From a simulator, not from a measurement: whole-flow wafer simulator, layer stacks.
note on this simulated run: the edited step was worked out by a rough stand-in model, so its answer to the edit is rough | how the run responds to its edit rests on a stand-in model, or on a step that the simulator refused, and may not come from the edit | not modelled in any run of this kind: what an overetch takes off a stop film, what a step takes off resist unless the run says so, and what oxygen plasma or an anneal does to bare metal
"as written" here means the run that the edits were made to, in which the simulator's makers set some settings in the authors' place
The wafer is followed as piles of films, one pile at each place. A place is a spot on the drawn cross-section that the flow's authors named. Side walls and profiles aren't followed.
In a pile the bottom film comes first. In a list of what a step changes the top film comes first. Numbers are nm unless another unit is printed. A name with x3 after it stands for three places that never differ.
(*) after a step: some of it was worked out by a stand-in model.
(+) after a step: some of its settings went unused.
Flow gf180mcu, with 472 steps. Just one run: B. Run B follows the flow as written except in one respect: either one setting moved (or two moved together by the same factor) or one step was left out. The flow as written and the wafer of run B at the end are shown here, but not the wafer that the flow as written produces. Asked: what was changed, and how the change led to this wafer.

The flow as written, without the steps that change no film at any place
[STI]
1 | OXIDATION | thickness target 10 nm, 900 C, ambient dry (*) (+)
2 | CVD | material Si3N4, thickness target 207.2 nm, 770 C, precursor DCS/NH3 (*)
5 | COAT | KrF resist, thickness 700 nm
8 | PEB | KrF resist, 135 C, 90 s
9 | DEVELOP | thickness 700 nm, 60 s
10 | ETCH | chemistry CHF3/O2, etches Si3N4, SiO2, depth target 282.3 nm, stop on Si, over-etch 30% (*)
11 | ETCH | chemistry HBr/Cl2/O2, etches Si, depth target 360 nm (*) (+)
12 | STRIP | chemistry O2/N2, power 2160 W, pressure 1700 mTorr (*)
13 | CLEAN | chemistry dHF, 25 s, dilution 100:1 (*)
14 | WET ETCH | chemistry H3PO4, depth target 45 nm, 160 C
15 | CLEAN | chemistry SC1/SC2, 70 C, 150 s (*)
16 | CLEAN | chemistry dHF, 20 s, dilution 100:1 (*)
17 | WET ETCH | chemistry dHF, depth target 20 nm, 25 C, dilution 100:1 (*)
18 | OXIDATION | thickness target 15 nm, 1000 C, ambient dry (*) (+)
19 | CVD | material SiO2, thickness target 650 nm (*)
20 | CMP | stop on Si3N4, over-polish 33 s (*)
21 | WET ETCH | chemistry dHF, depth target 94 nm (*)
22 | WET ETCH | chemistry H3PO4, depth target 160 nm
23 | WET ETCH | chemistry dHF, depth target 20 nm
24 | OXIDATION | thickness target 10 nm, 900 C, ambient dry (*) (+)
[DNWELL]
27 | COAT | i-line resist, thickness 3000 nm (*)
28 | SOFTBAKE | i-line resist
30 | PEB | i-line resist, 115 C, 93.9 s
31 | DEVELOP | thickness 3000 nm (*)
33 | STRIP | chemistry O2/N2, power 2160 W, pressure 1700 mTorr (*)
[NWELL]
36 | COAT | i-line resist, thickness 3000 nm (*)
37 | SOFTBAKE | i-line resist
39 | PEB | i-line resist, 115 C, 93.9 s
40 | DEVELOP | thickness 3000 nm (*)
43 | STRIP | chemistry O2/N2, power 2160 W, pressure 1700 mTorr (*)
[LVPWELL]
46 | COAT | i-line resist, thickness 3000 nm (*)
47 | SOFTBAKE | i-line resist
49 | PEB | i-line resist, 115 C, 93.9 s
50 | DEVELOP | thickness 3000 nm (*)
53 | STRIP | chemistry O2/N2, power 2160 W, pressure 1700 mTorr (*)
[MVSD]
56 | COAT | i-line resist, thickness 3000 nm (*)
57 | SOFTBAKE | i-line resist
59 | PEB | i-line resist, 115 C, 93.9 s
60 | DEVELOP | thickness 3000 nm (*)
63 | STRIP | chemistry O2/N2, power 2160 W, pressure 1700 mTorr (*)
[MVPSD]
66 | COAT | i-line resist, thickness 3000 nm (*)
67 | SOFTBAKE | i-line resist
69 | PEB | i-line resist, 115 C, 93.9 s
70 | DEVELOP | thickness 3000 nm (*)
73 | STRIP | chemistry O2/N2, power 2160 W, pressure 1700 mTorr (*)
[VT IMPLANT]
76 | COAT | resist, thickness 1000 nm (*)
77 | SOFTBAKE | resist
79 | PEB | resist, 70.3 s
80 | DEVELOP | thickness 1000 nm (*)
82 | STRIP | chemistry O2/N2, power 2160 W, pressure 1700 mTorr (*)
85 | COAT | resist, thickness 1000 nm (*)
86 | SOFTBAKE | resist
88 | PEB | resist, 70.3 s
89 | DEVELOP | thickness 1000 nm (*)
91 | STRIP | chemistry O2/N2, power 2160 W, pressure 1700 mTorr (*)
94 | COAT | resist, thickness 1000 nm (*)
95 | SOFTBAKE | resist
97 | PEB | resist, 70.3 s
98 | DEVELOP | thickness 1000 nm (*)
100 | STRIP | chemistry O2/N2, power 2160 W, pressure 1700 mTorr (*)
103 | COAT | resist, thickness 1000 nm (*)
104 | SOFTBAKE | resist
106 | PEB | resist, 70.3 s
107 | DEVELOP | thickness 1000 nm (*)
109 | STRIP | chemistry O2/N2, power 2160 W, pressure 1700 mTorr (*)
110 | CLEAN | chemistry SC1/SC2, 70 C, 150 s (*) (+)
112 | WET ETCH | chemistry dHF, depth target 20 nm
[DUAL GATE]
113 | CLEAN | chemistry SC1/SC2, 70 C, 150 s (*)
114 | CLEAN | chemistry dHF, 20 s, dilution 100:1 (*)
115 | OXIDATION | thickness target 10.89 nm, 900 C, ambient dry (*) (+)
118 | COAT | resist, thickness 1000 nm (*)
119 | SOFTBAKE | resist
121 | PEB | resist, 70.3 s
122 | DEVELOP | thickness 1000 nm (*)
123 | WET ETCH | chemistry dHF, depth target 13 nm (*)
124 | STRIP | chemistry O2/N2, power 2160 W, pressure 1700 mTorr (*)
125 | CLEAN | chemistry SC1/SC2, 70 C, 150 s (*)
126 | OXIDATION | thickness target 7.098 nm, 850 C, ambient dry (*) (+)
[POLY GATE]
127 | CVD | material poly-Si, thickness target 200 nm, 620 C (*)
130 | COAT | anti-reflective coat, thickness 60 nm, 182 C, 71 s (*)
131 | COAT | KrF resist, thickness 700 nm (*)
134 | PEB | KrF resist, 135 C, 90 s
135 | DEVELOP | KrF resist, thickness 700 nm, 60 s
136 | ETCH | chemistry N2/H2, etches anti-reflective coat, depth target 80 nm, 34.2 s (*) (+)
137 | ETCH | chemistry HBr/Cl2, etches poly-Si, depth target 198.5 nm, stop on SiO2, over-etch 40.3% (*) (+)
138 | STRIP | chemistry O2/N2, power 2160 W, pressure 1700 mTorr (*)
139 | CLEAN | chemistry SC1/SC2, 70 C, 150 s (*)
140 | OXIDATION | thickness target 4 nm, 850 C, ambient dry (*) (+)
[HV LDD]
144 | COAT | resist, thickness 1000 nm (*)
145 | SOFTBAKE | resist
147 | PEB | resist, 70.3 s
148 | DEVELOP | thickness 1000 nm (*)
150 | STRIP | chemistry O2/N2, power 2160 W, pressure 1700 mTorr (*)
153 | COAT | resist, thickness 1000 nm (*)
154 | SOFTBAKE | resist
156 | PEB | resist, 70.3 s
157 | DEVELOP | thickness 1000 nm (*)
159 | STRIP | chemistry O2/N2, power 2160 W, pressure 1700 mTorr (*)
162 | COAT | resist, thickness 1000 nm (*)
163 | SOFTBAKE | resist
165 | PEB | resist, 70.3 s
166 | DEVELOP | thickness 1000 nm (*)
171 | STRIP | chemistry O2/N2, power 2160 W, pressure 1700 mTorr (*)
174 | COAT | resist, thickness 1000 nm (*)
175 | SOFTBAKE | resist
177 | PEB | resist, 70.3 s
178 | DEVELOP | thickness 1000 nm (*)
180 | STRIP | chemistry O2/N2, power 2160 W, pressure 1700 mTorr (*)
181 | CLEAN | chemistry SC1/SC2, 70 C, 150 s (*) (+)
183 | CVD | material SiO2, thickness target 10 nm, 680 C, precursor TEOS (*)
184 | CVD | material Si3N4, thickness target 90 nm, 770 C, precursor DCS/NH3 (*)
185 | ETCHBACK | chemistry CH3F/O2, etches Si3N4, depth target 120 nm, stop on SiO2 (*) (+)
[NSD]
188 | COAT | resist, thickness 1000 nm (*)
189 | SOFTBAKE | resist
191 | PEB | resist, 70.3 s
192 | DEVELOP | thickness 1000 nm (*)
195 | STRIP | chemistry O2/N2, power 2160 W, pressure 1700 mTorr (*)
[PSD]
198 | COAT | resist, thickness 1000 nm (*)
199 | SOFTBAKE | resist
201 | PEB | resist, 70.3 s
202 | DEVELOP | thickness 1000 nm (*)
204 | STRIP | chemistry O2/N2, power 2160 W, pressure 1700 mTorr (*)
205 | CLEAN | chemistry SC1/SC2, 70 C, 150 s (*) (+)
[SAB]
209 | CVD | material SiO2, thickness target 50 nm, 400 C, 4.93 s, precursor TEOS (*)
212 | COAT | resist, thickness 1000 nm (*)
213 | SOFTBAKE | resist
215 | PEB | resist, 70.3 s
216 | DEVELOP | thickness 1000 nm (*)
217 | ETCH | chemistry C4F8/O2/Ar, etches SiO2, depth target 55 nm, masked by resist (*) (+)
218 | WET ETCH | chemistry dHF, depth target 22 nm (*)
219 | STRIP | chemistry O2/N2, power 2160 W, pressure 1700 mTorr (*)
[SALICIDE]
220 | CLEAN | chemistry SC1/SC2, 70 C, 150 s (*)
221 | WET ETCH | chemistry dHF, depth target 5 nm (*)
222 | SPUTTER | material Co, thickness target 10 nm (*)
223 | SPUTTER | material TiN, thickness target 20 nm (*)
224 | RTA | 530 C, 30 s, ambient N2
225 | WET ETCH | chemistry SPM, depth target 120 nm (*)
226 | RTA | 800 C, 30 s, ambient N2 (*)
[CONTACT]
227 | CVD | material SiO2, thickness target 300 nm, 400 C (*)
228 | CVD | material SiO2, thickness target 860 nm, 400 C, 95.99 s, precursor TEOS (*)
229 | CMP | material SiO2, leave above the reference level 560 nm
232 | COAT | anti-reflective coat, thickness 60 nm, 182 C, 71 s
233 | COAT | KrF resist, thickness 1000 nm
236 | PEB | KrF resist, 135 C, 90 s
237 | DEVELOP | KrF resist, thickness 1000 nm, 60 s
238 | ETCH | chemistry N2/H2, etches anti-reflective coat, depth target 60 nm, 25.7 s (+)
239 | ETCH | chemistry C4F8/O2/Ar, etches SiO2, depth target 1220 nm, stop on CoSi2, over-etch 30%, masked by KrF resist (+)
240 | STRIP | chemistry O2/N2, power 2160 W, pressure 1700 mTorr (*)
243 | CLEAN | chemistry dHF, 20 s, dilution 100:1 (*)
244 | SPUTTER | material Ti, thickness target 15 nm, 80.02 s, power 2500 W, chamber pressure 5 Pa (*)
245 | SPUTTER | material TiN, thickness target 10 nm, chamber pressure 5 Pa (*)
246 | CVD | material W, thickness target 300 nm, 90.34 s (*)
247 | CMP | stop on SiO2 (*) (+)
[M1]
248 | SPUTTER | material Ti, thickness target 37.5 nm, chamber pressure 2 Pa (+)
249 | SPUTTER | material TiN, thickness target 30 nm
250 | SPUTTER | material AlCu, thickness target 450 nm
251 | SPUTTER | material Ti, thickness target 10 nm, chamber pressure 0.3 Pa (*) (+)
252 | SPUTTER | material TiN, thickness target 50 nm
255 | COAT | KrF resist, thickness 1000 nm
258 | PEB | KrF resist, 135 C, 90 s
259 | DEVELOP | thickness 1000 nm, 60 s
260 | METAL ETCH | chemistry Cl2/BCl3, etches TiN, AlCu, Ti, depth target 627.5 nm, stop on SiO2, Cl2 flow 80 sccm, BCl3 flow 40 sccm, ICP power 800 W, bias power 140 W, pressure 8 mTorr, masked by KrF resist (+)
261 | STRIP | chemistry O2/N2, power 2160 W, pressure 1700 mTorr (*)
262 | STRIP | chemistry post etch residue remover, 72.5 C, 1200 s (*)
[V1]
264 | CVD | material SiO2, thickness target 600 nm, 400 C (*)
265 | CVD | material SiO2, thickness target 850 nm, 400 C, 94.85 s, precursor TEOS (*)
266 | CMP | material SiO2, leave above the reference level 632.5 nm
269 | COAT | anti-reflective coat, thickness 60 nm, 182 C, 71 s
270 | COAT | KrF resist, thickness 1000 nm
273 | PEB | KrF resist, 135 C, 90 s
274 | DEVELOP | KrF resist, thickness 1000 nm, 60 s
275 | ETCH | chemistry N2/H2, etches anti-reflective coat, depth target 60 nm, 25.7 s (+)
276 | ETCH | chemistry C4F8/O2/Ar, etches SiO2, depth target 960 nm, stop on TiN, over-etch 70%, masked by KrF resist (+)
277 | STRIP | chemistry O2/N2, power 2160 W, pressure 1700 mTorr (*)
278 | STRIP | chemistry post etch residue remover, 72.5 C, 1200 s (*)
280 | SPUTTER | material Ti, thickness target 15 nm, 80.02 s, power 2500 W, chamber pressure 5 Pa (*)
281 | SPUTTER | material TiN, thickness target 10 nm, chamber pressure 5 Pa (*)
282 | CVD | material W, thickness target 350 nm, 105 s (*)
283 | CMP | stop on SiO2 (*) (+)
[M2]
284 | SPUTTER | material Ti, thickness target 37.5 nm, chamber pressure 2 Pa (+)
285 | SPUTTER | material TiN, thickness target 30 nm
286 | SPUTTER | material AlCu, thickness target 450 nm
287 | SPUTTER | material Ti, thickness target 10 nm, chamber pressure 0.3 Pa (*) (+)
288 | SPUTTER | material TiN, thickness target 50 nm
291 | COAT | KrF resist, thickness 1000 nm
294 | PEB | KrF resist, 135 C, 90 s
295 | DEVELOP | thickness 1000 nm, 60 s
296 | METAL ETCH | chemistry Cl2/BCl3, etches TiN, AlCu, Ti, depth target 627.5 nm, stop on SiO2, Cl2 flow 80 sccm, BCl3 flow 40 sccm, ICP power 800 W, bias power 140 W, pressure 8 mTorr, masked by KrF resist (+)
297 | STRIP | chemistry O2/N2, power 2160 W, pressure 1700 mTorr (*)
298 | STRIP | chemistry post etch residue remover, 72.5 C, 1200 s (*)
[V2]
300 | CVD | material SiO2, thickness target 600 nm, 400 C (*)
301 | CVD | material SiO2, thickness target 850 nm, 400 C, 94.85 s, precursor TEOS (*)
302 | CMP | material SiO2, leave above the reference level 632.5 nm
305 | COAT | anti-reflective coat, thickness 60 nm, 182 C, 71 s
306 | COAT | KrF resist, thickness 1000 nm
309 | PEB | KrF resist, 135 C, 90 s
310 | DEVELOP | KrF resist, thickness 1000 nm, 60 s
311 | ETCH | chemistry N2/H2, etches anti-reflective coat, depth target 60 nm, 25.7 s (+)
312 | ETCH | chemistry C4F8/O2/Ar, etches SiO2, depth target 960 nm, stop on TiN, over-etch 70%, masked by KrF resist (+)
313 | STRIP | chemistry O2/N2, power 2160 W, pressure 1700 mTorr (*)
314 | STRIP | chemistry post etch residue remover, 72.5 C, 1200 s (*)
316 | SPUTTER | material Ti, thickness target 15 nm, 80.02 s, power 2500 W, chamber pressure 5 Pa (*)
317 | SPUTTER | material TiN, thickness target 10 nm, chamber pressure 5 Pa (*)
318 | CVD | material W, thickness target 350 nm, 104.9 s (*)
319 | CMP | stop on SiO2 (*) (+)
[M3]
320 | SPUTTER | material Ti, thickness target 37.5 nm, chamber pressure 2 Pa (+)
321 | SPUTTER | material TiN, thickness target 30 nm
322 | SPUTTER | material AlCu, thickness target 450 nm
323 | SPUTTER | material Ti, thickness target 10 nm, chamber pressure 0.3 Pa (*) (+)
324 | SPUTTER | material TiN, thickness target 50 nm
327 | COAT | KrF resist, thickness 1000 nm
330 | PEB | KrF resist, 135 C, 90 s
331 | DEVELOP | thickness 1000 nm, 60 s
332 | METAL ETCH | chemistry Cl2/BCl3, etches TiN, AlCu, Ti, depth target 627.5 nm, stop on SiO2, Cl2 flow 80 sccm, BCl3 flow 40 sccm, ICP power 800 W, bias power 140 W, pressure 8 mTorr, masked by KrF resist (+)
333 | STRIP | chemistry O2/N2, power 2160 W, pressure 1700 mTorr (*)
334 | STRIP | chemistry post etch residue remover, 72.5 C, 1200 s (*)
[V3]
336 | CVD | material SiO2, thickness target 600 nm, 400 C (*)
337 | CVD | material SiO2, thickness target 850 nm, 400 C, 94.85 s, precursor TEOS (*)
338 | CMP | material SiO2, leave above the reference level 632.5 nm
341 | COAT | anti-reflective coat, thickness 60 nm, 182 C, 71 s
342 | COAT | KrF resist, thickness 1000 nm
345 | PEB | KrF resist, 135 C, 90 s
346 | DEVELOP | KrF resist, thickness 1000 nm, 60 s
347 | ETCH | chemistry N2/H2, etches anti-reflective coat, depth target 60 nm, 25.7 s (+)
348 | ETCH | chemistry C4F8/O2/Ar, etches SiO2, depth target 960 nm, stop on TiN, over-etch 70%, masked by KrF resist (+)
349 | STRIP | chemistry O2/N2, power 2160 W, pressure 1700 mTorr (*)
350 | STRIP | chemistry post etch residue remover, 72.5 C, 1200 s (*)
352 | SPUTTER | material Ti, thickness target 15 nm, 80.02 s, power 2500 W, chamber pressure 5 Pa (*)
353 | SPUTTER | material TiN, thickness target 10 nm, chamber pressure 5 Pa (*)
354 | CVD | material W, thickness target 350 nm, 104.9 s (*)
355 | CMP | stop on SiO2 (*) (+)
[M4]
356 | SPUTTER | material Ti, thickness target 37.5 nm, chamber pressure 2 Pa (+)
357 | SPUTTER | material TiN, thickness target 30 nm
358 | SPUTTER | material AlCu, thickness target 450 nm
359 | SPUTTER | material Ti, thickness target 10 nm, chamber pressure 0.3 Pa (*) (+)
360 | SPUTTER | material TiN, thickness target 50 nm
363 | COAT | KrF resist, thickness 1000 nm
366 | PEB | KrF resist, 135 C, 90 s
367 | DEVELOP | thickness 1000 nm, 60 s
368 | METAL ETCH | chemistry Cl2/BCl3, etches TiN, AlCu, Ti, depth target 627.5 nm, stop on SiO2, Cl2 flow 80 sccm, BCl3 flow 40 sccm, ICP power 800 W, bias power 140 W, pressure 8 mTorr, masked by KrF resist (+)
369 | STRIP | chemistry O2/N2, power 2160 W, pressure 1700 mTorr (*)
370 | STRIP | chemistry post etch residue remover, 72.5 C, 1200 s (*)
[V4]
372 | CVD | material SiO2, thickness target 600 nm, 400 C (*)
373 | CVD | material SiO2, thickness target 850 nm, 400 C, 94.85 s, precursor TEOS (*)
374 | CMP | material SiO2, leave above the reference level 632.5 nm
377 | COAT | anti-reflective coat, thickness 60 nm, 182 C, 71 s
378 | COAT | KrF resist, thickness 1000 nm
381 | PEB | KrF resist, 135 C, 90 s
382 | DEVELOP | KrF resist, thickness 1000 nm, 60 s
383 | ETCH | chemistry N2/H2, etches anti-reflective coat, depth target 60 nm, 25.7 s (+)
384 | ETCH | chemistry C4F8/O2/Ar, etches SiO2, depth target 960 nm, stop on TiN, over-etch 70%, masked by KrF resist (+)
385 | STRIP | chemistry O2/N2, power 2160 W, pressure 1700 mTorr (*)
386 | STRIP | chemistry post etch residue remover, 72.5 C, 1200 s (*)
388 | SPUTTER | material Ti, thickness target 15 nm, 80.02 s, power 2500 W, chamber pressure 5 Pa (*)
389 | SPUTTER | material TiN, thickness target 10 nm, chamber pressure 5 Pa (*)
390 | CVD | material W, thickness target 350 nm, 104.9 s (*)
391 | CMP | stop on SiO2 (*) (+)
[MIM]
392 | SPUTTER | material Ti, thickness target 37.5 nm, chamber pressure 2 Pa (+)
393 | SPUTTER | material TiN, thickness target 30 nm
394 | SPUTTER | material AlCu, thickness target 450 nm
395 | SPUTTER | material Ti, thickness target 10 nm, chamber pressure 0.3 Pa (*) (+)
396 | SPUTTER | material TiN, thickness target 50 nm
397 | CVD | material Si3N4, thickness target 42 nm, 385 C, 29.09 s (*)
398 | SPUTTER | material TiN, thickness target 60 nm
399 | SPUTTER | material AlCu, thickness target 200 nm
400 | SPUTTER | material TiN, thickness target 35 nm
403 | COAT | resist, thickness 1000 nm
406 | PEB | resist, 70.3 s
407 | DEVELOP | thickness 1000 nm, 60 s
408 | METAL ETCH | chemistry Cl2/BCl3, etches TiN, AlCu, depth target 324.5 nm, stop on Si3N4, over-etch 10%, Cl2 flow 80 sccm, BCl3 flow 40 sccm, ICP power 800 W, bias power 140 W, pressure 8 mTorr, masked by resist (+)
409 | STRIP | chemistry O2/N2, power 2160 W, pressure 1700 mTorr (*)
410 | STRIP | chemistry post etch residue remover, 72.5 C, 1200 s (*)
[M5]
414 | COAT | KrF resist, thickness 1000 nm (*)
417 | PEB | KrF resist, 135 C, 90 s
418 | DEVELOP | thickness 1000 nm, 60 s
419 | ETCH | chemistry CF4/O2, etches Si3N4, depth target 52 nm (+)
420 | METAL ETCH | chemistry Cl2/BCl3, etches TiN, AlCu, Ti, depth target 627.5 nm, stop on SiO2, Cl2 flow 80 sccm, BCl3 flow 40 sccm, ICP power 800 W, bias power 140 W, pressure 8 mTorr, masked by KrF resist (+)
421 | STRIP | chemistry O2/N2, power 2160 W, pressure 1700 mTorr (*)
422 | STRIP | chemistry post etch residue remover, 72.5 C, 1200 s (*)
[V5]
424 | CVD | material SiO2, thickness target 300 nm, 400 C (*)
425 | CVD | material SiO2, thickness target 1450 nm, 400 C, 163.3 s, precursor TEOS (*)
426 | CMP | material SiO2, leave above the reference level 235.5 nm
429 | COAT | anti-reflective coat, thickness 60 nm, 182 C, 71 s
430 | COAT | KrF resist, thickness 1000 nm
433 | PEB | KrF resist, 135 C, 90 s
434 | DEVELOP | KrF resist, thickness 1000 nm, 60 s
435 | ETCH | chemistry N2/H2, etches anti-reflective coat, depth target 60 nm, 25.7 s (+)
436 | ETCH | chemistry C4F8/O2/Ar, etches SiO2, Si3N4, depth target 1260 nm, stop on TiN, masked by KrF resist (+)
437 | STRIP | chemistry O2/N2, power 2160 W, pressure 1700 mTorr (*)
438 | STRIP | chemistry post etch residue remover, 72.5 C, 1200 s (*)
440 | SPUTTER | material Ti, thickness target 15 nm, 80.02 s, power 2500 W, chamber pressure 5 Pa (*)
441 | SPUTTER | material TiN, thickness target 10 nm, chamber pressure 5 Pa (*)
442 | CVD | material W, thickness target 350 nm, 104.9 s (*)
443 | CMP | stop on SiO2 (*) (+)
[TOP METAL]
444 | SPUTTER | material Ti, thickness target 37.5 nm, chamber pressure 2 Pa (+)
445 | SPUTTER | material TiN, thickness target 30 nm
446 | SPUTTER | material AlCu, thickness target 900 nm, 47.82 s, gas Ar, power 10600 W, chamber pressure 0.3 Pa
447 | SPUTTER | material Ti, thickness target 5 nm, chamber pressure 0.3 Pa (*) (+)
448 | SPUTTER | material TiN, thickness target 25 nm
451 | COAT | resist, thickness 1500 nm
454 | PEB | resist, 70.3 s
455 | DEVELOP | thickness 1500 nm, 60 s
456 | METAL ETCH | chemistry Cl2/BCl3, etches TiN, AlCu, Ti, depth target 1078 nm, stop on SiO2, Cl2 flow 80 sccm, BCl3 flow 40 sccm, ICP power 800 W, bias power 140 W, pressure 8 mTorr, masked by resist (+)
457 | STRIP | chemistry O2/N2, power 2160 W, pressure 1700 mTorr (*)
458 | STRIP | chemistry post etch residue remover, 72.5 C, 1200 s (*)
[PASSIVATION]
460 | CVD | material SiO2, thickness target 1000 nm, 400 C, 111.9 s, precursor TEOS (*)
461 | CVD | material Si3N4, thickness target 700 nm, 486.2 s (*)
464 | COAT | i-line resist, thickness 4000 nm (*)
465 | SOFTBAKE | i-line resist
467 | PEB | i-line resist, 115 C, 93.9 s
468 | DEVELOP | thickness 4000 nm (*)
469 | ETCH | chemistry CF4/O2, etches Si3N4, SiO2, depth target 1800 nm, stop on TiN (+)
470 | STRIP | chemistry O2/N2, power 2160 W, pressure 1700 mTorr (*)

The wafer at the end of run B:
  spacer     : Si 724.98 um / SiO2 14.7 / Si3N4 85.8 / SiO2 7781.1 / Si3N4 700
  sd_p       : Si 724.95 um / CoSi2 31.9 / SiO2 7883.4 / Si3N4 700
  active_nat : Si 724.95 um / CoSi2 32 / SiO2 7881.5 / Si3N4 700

What caused this: step 183, CVD: thickness target 7.5 nm was run, whereas the flow has thickness target 10 nm.

How this came from the change, step by step:
  183 | CVD | material SiO2, thickness target 10 nm, 680 C, precursor TEOS (*)
      field, field__w1, field__w2 and 99 more: +7.5 SiO2 (in the flow as written it would be: +10 SiO2)
      ld_drift_p: +7.4 SiO2 (in the flow as written it would be: +9.87 SiO2)
      (as well as at 1 more place)
  189 | SOFTBAKE | resist
      field: -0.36 resist (in the flow as written it would be: +3.56 resist)
      active_hv: -0.51 resist (in the flow as written it would be: +2.68 resist)
      (as well as at 3 more places)
  199 | SOFTBAKE | resist
      field: -0.36 resist (in the flow as written it would be: +3.56 resist)
      active_hv: -0.51 resist (in the flow as written it would be: +2.68 resist)
      (as well as at 3 more places)
  218 | WET ETCH | chemistry dHF, depth target 22 nm (*)
      gate, gate_hv, gate_p and 23 more: -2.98 SiO2 (all of it) (in the flow as written it would be: -5.48 SiO2 (all of it))
      active, p_well, sd_n, iso_ptap_pw, iso_ntap_nw, iso_ptap_sub, vpnp_e: -6.51 SiO2 (all of it) (in the flow as written it would be: -9.01 SiO2 (all of it))
      (as well as at 16 more places)
